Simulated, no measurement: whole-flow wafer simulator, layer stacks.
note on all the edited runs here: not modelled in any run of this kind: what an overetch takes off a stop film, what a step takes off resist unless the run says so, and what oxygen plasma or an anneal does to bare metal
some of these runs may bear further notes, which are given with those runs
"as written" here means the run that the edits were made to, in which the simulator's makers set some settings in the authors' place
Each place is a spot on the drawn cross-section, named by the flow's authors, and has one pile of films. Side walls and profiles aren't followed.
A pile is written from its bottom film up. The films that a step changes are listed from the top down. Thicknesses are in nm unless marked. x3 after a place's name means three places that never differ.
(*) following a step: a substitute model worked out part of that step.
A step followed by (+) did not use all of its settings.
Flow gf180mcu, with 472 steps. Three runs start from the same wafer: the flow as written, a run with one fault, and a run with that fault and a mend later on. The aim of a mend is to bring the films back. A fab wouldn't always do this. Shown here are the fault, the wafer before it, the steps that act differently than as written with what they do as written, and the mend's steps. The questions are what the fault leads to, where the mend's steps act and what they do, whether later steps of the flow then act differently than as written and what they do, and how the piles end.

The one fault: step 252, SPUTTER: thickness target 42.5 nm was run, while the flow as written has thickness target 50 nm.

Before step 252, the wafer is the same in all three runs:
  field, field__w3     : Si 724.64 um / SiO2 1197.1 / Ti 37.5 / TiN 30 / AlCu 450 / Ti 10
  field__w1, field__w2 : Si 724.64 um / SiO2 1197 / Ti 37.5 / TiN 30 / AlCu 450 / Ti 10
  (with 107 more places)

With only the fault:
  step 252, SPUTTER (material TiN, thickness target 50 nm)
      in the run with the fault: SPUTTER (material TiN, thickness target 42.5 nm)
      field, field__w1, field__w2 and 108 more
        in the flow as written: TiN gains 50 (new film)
        in the run with the fault: TiN gains 42.5 (new film)
  Steps further on in the flow that do not act as written (5 more steps, not shown, differ only slightly: by at most 2% or 0.5 nm, whichever is larger):
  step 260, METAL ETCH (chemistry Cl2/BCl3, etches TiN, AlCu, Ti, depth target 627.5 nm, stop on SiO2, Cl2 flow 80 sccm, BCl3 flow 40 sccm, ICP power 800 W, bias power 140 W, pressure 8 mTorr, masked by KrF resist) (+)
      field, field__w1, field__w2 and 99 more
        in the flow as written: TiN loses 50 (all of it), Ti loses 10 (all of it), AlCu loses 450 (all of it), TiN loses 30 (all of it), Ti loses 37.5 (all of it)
        in the run with the fault: TiN loses 42.5 (all of it), Ti loses 10 (all of it), AlCu loses 450 (all of it), TiN loses 30 (all of it), Ti loses 37.5 (all of it)
  The piles end different from the flow's at field__w8, contact, m1 and 6 more by more than 2% or 0.5 nm, whichever is larger.
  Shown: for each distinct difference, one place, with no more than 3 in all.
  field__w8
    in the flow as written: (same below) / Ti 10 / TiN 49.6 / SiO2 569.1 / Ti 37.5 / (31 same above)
    in the run with the fault: (same below) / Ti 10 / TiN 42.1 / SiO2 576.6 / Ti 37.5 / (31 same above)
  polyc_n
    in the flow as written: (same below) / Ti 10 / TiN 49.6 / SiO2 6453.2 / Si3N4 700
    in the run with the fault: (same below) / Ti 10 / TiN 42.1 / SiO2 6460.7 / Si3N4 700
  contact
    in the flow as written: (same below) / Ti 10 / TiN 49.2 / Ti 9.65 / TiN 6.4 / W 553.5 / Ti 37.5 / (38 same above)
    in the run with the fault: (same below) / Ti 10 / TiN 41.7 / Ti 9.61 / TiN 6.38 / W 561.1 / Ti 37.5 / (38 same above)

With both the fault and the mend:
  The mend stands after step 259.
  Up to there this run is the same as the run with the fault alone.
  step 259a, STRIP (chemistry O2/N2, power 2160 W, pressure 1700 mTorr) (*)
      field__w8, contact, m1 and 6 more
        KrF resist loses 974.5 (all of it)
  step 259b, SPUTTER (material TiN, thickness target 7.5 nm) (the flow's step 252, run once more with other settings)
      field, field__w1, field__w2 and 108 more
        TiN gains 7.5
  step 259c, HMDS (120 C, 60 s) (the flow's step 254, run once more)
      alters no film at any place that is followed
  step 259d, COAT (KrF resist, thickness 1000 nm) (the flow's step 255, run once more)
      field, field__w1, field__w2 and 108 more
        KrF resist gains 1000 (new film)
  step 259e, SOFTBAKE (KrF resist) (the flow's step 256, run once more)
      alters no film at any place that is followed
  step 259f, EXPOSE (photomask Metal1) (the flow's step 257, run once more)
      alters no film at any place that is followed
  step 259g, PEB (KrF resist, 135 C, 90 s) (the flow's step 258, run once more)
      field, field__w1, field__w2 and 108 more
        KrF resist loses 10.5
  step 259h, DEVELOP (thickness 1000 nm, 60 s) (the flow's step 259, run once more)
      field, field__w1, field__w2 and 99 more
        KrF resist loses 989.5 (all of it)
      field__w8, contact, m1 and 6 more
        KrF resist loses 14.9
  Later steps of the flow that are run all act as written at every place that is followed.
  By the end, the piles equal the flow's at every place that both follow.
